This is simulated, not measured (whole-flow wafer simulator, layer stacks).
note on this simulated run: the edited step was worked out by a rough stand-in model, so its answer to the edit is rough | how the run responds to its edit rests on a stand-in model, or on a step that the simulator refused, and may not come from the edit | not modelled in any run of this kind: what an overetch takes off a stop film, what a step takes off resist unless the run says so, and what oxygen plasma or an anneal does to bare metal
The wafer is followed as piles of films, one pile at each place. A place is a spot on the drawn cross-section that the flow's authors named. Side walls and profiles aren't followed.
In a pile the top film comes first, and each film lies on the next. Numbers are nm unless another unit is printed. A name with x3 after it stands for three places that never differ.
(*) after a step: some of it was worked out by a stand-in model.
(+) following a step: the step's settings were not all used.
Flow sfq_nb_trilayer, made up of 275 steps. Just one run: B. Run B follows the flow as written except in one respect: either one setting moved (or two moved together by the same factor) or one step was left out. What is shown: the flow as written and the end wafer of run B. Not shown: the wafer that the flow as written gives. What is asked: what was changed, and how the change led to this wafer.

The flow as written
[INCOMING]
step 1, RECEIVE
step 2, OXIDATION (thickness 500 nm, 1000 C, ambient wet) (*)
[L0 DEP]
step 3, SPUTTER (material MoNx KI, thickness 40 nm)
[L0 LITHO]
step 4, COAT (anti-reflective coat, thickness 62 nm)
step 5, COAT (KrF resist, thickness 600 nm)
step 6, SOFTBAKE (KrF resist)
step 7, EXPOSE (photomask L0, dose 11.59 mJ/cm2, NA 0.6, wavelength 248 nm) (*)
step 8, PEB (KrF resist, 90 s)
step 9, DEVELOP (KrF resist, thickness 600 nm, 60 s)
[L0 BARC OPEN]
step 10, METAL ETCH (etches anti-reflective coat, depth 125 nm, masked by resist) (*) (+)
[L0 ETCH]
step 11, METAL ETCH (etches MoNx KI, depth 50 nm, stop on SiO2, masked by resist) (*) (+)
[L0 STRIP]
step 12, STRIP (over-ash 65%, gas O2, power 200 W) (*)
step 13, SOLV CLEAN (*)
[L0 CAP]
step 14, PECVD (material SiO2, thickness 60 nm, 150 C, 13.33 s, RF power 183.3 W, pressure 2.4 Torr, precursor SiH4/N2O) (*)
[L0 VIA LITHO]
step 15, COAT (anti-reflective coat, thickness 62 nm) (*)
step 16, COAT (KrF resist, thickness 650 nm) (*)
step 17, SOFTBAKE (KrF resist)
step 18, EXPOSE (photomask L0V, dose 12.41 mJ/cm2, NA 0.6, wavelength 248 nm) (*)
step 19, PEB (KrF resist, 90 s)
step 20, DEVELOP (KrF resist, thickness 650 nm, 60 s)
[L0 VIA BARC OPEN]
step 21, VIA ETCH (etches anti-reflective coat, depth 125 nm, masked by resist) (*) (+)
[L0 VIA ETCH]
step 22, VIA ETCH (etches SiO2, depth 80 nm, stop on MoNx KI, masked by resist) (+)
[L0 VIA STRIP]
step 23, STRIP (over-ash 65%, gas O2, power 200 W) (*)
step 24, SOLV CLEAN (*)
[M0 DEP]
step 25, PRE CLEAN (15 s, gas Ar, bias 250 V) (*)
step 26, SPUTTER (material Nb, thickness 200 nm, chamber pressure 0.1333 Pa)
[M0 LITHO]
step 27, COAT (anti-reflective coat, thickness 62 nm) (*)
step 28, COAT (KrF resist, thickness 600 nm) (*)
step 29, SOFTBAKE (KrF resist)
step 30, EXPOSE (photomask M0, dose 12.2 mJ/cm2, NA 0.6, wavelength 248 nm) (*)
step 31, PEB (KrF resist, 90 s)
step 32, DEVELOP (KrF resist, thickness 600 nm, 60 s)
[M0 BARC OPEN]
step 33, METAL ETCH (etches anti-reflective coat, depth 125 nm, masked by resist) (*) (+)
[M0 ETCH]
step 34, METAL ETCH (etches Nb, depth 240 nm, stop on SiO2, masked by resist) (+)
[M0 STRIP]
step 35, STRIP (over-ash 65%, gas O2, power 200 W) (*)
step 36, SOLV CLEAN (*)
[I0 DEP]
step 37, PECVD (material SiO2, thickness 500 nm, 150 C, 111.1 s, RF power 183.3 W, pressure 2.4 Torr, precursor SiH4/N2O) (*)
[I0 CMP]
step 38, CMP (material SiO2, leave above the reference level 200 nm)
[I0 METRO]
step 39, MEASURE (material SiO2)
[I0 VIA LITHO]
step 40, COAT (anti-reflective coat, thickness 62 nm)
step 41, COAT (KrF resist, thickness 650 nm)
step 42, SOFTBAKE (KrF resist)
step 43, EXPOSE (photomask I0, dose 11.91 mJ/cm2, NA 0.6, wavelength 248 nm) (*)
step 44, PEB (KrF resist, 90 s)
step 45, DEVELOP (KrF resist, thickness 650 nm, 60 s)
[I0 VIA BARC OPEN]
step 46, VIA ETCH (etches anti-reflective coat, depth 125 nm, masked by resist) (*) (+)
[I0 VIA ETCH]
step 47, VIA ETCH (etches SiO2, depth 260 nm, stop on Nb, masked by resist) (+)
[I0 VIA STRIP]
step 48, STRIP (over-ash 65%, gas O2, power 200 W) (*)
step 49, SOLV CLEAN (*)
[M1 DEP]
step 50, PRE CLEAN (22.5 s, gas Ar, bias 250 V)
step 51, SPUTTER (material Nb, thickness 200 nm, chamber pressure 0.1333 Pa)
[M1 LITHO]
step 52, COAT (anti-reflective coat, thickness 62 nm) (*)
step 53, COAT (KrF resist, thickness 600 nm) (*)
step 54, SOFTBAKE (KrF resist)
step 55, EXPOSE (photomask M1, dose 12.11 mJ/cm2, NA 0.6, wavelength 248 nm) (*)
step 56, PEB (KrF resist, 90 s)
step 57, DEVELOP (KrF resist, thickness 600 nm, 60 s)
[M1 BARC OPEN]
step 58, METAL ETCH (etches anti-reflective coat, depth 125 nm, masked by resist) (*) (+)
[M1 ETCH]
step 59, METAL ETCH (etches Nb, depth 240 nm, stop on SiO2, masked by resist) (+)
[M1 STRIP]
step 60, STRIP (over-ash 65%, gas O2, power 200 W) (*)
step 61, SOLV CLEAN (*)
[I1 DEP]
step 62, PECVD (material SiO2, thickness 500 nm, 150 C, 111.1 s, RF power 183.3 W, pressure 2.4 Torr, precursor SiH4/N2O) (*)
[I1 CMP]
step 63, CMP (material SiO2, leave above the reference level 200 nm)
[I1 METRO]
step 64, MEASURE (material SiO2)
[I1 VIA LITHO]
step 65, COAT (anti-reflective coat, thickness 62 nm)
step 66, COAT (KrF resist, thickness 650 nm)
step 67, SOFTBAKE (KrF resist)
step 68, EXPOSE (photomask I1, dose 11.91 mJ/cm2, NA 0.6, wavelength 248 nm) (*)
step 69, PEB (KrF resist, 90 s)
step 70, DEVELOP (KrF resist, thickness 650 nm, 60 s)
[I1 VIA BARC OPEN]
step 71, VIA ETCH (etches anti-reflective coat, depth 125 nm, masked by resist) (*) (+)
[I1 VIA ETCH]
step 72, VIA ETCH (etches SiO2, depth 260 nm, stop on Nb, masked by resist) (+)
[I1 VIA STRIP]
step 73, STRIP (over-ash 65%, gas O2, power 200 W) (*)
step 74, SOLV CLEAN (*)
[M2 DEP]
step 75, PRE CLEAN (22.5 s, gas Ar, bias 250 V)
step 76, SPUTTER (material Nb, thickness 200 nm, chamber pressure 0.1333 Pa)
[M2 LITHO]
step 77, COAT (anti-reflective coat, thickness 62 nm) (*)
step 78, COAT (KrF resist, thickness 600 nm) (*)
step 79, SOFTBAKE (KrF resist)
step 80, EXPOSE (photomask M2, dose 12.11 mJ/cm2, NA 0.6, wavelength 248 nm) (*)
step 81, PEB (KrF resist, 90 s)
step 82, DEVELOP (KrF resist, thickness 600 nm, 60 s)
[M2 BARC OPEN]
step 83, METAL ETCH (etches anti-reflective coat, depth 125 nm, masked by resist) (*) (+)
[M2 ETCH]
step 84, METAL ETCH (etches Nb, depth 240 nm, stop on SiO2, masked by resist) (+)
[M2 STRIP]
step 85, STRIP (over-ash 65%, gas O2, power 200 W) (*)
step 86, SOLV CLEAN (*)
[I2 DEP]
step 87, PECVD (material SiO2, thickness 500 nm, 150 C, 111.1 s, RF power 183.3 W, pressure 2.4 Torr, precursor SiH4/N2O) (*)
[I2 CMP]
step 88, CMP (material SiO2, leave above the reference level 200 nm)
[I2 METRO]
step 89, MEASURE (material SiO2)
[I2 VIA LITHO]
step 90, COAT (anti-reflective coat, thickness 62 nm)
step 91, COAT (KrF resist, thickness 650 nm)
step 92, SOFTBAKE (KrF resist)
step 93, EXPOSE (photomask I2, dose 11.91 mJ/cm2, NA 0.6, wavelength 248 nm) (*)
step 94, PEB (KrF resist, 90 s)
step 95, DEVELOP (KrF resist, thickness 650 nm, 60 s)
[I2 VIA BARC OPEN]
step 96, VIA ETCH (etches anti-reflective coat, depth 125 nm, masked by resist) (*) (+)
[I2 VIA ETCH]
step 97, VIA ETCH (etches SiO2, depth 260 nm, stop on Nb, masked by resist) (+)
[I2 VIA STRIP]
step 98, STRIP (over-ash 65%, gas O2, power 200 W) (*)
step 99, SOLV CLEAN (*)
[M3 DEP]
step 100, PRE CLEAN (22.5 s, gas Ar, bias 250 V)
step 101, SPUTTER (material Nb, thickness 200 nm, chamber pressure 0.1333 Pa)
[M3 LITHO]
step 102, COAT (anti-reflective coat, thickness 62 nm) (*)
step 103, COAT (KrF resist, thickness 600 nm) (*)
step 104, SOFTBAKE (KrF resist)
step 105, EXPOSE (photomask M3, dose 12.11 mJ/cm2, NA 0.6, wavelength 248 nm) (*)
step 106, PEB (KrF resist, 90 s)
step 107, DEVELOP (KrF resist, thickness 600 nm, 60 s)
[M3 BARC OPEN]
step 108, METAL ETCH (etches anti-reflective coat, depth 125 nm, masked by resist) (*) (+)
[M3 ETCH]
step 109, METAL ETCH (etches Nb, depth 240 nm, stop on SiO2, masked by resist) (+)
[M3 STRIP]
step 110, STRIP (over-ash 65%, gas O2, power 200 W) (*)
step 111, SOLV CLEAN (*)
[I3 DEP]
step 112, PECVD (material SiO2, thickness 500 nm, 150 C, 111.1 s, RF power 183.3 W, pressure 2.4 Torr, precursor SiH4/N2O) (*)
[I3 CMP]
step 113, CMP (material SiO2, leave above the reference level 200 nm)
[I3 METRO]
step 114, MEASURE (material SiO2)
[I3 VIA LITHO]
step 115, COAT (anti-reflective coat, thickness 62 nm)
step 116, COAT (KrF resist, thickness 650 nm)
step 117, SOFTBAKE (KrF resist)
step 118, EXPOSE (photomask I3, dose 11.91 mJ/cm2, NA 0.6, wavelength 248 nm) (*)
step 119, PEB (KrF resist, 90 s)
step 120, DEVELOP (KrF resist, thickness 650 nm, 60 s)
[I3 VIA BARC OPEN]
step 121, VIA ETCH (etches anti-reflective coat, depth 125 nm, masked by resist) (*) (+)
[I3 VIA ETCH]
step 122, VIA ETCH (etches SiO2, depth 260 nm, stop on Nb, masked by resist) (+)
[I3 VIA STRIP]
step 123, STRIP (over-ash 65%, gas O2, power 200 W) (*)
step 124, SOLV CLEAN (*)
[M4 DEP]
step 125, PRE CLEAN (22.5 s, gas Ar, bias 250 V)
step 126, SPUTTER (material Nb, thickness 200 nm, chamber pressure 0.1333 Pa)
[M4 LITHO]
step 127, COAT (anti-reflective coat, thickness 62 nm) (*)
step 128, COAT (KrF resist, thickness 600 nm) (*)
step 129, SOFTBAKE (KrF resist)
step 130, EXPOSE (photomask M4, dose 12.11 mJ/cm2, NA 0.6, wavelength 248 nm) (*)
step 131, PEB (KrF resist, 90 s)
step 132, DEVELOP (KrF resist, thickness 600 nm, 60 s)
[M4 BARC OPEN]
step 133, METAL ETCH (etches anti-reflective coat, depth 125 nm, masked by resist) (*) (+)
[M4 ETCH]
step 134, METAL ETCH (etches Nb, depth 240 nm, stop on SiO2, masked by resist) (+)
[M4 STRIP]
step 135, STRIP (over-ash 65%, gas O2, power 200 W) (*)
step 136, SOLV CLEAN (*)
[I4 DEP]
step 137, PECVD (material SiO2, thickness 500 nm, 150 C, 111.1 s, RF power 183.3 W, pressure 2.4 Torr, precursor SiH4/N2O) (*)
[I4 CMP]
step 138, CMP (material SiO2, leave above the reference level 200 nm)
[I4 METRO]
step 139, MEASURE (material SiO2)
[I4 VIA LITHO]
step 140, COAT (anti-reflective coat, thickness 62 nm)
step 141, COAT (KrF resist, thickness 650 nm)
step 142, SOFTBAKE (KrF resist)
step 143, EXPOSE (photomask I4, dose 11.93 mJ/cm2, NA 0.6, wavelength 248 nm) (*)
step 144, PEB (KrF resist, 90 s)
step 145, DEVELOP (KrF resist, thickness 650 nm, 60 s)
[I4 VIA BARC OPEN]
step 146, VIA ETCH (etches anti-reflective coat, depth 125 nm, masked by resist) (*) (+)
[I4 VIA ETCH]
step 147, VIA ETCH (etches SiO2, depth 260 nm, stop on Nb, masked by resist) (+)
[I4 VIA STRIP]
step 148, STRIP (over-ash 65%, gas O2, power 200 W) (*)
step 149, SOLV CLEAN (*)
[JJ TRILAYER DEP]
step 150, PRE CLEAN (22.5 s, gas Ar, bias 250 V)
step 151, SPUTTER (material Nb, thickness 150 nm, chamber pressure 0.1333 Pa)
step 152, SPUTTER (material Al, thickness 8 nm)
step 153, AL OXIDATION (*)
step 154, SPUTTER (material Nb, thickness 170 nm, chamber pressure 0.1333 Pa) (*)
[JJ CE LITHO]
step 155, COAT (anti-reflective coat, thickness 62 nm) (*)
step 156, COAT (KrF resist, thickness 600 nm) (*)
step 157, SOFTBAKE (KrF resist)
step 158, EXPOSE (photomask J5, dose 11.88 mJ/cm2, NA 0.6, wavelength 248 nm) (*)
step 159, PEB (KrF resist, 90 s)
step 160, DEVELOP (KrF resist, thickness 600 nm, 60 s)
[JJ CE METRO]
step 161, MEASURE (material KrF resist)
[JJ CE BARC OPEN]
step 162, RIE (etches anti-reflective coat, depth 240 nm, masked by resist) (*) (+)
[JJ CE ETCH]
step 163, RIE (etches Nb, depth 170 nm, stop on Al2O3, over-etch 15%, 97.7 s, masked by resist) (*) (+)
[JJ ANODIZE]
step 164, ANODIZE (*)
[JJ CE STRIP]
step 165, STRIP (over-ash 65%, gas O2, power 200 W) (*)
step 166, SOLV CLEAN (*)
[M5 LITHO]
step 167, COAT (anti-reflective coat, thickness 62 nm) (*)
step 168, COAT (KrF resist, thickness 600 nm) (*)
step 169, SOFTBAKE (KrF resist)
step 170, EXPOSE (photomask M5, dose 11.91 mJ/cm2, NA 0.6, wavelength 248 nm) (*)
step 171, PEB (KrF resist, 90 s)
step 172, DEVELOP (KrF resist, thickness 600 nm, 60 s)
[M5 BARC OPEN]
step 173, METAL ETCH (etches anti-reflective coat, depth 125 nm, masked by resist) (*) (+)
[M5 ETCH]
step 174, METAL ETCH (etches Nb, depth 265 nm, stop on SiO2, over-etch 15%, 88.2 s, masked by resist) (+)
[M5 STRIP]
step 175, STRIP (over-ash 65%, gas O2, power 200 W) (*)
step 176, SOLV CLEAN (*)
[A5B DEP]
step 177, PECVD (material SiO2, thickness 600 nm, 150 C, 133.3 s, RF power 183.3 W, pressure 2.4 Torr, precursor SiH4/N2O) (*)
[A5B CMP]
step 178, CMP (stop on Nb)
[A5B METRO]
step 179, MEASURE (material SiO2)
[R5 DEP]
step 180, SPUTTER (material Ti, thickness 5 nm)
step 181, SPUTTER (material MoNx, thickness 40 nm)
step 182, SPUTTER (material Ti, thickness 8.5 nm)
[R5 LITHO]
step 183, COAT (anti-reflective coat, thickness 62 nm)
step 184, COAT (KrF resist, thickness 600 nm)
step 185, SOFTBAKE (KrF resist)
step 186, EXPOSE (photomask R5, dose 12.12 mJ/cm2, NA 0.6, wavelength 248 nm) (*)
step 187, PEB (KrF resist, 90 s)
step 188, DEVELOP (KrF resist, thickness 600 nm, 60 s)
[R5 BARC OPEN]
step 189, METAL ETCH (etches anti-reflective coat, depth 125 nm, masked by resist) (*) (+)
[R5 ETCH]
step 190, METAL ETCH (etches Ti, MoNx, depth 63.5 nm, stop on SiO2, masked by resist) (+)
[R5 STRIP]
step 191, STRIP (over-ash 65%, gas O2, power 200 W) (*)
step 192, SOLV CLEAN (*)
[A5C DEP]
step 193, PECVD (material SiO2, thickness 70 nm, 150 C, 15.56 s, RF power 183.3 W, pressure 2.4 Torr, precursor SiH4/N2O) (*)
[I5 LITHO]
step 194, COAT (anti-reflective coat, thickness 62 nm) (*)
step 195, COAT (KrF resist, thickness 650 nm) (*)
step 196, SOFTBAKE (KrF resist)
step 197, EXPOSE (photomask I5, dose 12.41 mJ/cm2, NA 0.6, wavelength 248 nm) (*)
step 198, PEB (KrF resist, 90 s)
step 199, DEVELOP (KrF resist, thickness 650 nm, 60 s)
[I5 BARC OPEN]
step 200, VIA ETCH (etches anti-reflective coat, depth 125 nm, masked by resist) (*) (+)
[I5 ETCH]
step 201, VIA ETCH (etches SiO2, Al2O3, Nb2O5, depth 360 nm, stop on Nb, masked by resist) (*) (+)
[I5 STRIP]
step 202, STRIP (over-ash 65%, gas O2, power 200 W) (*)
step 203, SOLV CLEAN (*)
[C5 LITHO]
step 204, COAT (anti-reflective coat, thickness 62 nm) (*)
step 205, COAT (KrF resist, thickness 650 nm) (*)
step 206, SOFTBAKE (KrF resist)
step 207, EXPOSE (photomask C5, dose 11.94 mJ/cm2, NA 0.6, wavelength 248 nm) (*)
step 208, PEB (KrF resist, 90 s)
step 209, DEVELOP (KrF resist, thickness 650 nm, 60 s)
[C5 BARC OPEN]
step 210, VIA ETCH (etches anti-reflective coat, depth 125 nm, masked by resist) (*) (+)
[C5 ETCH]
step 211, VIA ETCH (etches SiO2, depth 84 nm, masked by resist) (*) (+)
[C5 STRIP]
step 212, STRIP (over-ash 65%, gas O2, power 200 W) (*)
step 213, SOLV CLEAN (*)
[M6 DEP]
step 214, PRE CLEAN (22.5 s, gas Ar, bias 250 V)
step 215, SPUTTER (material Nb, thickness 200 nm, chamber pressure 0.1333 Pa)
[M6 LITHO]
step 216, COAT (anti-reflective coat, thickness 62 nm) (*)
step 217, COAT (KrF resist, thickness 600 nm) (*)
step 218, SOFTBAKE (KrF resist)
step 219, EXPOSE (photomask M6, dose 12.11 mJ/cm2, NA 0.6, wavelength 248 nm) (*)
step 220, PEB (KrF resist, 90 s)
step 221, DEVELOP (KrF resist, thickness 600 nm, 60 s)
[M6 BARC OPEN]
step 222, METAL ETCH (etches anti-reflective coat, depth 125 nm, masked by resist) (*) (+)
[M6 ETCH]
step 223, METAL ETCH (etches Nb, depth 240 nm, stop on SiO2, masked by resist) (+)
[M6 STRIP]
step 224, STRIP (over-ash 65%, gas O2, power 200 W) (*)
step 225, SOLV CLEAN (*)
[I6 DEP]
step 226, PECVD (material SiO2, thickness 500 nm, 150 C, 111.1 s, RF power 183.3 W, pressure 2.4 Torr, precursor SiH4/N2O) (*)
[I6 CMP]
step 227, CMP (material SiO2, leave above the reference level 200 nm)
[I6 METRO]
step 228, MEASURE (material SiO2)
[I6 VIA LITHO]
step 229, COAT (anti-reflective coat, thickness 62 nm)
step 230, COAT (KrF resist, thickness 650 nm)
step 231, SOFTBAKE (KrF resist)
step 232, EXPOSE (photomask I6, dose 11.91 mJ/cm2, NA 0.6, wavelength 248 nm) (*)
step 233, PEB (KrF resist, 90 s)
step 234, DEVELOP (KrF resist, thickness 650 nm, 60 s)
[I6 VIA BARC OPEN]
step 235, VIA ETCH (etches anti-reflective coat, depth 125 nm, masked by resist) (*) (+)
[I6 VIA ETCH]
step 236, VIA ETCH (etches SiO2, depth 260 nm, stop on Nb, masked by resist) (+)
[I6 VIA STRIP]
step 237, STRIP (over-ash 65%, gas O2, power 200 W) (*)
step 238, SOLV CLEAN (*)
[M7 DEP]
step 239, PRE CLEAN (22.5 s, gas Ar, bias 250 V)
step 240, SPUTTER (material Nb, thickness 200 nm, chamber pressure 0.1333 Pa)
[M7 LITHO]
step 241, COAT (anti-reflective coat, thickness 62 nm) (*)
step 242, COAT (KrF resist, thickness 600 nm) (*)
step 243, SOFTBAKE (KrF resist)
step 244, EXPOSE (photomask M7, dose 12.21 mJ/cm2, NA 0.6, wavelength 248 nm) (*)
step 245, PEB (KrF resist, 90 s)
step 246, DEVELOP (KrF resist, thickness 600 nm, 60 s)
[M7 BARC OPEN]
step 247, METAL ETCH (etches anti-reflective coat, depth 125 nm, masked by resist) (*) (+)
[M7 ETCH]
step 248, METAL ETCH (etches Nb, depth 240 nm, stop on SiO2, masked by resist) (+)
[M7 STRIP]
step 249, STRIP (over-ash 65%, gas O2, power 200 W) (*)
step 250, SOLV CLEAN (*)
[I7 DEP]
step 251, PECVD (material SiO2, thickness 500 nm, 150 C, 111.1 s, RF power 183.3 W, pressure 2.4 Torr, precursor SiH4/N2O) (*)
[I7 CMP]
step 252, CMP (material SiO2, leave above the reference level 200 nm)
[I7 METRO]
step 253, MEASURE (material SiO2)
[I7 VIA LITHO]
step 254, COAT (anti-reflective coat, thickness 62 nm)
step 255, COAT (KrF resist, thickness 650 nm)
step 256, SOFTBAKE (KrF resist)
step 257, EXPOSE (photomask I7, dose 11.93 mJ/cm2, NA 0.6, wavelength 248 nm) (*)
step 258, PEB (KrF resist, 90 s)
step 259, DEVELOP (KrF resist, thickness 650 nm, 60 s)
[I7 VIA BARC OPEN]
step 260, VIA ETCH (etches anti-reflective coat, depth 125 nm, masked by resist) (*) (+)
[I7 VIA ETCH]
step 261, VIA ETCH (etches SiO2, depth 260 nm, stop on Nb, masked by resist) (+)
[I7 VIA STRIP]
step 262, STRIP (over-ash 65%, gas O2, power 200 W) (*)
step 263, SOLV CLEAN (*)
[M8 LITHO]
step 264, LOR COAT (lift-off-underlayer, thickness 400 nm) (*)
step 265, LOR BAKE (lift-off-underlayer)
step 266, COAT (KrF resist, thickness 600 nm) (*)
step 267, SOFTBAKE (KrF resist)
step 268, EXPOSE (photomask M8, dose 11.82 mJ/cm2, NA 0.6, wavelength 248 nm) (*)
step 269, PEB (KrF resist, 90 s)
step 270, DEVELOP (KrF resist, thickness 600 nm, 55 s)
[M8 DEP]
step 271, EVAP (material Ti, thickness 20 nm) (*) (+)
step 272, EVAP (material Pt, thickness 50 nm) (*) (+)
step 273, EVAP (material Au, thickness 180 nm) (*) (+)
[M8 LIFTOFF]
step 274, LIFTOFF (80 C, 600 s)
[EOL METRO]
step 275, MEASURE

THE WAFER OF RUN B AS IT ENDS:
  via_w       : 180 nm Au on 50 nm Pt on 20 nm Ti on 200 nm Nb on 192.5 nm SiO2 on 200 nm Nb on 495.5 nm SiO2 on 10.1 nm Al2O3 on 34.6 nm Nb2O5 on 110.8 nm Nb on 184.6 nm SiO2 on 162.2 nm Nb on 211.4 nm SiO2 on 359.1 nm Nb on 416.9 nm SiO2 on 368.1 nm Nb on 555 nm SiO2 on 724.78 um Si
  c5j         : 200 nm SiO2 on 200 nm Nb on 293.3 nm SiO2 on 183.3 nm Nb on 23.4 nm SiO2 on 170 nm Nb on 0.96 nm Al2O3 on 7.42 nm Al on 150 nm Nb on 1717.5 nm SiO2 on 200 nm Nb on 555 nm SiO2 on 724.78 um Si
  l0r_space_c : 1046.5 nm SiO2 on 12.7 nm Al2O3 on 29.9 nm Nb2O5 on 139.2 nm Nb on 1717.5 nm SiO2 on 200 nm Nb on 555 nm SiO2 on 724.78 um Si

What caused this: step 112, PECVD: thickness 255 nm was run, though the flow has thickness 500 nm; step 112, PECVD: 56.67 s was run, where the flow has 111.1 s.

The path from the change to this, step by step:
  step 112, PECVD (material SiO2, thickness 500 nm, 150 C, 111.1 s, RF power 183.3 W, pressure 2.4 Torr, precursor SiH4/N2O) (*)
      field_l, be, be_sur and 64 more: SiO2 gains 255 (in the flow as written it would be: SiO2 gains 500)
      v_sur, via_wl, via_wr and 27 more: SiO2 gains 255 (new film) (in the flow as written it would be: SiO2 gains 500 (new film))
      (and at 9 other places as well)
  step 113, CMP (material SiO2, leave above the reference level 200 nm)
      field_l, be, be_sur and 64 more: nothing (in the flow as written it would be: SiO2 loses 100)
      p4_g1, p4_g2, p3_s0, p3_s1, p3_s2, p3_s3, p3_s4, p3_s5: nothing (in the flow as written it would be: SiO2 loses 157.1)
      (and at 31 other places as well)
  step 115, COAT (anti-reflective coat, thickness 62 nm)
      m0r_space_l, m0r_space_r, m6r_space_l, m6r_space_r, m7r_space_l, m7r_space_r: anti-reflective coat gains 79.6 (new film) (in the flow as written it would be: anti-reflective coat gains 62 (new film))
      p3_s0, p3_s1, p3_s2, p3_s3: anti-reflective coat gains 106 (new film) (in the flow as written it would be: anti-reflective coat gains 62 (new film))
      (and at 76 other places as well)
  step 116, COAT (KrF resist, thickness 650 nm)
      m0r_space_l, m0r_space_r, m5r_space_l, m6r_space_l, m6r_space_r, m7r_space_l, m7r_space_r: KrF resist gains 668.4 (new film) (in the flow as written it would be: KrF resist gains 650 (new film))
      m0r_line_l, m0r_line_r, m6r_line_l, m6r_line_r, m7r_line_l, m7r_line_r: KrF resist gains 678.6 (new film) (in the flow as written it would be: KrF resist gains 650 (new film))
      (and at 70 other places as well)
  step 120, DEVELOP (KrF resist, thickness 650 nm, 60 s)
      via_v: KrF resist loses 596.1 (all of it) (in the flow as written it would be: KrF resist loses 648.6 (all of it))
  step 121, VIA ETCH (etches anti-reflective coat, depth 125 nm, masked by resist) (*) (+)
      field_l, v_sur, via_wl and 102 more: KrF resist loses 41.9 (in the flow as written it would be: KrF resist loses 51.7)
      via_v: anti-reflective coat loses 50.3 (all of it), SiO2 loses 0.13 (in the flow as written it would be: anti-reflective coat loses 62 (all of it), SiO2 loses 0.16)
  step 123, STRIP (over-ash 65%, gas O2, power 200 W) (*)
      m0r_line_l, m0r_line_r, m6r_line_l, m6r_line_r, m7r_line_l, m7r_line_r: KrF resist loses 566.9 (all of it), anti-reflective coat loses 62.6 (all of it) (in the flow as written it would be: KrF resist loses 528.6 (all of it), anti-reflective coat loses 62 (all of it))
      m0r_space_l, m0r_space_r, m6r_space_l, m6r_space_r, m7r_space_l, m7r_space_r: KrF resist loses 556.7 (all of it), anti-reflective coat loses 79.6 (all of it) (in the flow as written it would be: KrF resist loses 528.6 (all of it), anti-reflective coat loses 62 (all of it))
      (and at 93 other places as well)
  step 126, SPUTTER (material Nb, thickness 200 nm, chamber pressure 0.1333 Pa)
      via_w: Nb gains 162.2 (new film) (in the flow as written it would be: Nb gains 200 (new film))
  step 127, COAT (anti-reflective coat, thickness 62 nm) (*)
      p3_l1, p3_l2, p3_l3: anti-reflective coat gains 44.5 (new film) (in the flow as written it would be: anti-reflective coat gains 62 (new film))
      p3_s1, p3_s2, p3_s3: anti-reflective coat gains 95.9 (new film) (in the flow as written it would be: anti-reflective coat gains 62 (new film))
      (and at 79 other places as well)
  step 128, COAT (KrF resist, thickness 600 nm) (*)
      m0r_line_l, m6r_line_l, m7r_line_l: KrF resist gains 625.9 (new film) (in the flow as written it would be: KrF resist gains 600 (new film))
      m0r_space_l, m6r_space_l, m7r_space_l: KrF resist gains 619.2 (new film) (in the flow as written it would be: KrF resist gains 600 (new film))
      (and at 77 other places as well)
  step 132, DEVELOP (KrF resist, thickness 600 nm, 60 s)
      m0r_line_l, m6r_line_l, m7r_line_l: KrF resist loses 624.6 (all of it) (in the flow as written it would be: KrF resist loses 598.7 (all of it))
      m0r_space_l, m6r_space_l, m7r_space_l: KrF resist loses 617.9 (all of it) (in the flow as written it would be: KrF resist loses 598.7 (all of it))
      (and at 41 other places as well)
  step 133, METAL ETCH (etches anti-reflective coat, depth 125 nm, masked by resist) (*) (+)
      m5r_linepad_l, m5r_linepad_r, r5r_spacepad_l, r5r_spacepad_r: anti-reflective coat loses 125 (in the flow as written it would be: anti-reflective coat loses 62 (all of it))
      v_sur, via_wl, via_w and 36 more: KrF resist loses 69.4 (in the flow as written it would be: KrF resist loses 51.7)
      (and at 45 other places as well)
  step 134, METAL ETCH (etches Nb, depth 240 nm, stop on SiO2, masked by resist) (+)
      m5r_linepad_l, m5r_linepad_r: anti-reflective coat loses 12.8 (all of it), Nb loses 200 (all of it) (in the flow as written it would be: Nb loses 200 (all of it))
      r5r_spacepad_l, r5r_spacepad_r: anti-reflective coat loses 13.7 (all of it), Nb loses 200 (all of it) (in the flow as written it would be: Nb loses 200 (all of it))
  step 135, STRIP (over-ash 65%, gas O2, power 200 W) (*)
      v_sur: KrF resist loses 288 (all of it), anti-reflective coat loses 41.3 (all of it) (in the flow as written it would be: KrF resist loses 379.9 (all of it), anti-reflective coat loses 61.4 (all of it))
      via_wl: KrF resist loses 296.3 (all of it), anti-reflective coat loses 34.9 (all of it) (in the flow as written it would be: KrF resist loses 379.4 (all of it), anti-reflective coat loses 61.3 (all of it))
      (and at 37 other places as well)
  step 137, PECVD (material SiO2, thickness 500 nm, 150 C, 111.1 s, RF power 183.3 W, pressure 2.4 Torr, precursor SiH4/N2O) (*)
      p3_s0, p3_s1, p3_s2, p3_s3, p3_s4, p3_s5: SiO2 gains 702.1 (in the flow as written it would be: SiO2 gains 557.1)
      via_w: SiO2 gains 609.4 (new film) (in the flow as written it would be: SiO2 gains 500 (new film))
  step 138, CMP (material SiO2, leave above the reference level 200 nm)
      field_l, be, be_sur and 55 more: nothing (in the flow as written it would be: SiO2 loses 100)
      lsp_r, l0_sur, l0v: nothing (in the flow as written it would be: SiO2 loses 91.9)
      (and at 9 other places as well)
  ... another 58 steps ...
  step 274, LIFTOFF (80 C, 600 s)
      be: Au loses 180 (all of it), Pt loses 50 (all of it), Ti loses 20 (all of it), KrF resist loses 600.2 (all of it), lift-off-underlayer loses 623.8 (all of it) (in the flow as written it would be: Au loses 180 (all of it), Pt loses 50 (all of it), Ti loses 20 (all of it), KrF resist loses 572.1 (all of it), lift-off-underlayer loses 398.5 (all of it))
      be_sur: Au loses 180 (all of it), Pt loses 50 (all of it), Ti loses 20 (all of it), KrF resist loses 582.5 (all of it), lift-off-underlayer loses 377 (all of it) (in the flow as written it would be: Au loses 180 (all of it), Pt loses 50 (all of it), Ti loses 20 (all of it), KrF resist loses 572.6 (all of it), lift-off-underlayer loses 398.9 (all of it))
With metal films that touch counted as one body, via_w has 6 bodies (between them, from the top down: SiO2 192.5; SiO2 495.5 / Al2O3 10.1 / Nb2O5 34.6; SiO2 184.6; SiO2 211.4; SiO2 416.9); the flow as written gives 5 bodies (between them, from the top down: SiO2 192.5; SiO2 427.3 / Al2O3 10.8 / Nb2O5 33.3; SiO2 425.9; SiO2 416.9).
With metal films that touch counted as one body, c5j has 5 bodies (between them, from the top down: SiO2 293.3; SiO2 23.4; Al2O3 0.96; SiO2 1717.5); the flow as written gives 4 bodies (between them, from the top down: SiO2 284.2; Al2O3 0.96; SiO2 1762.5).
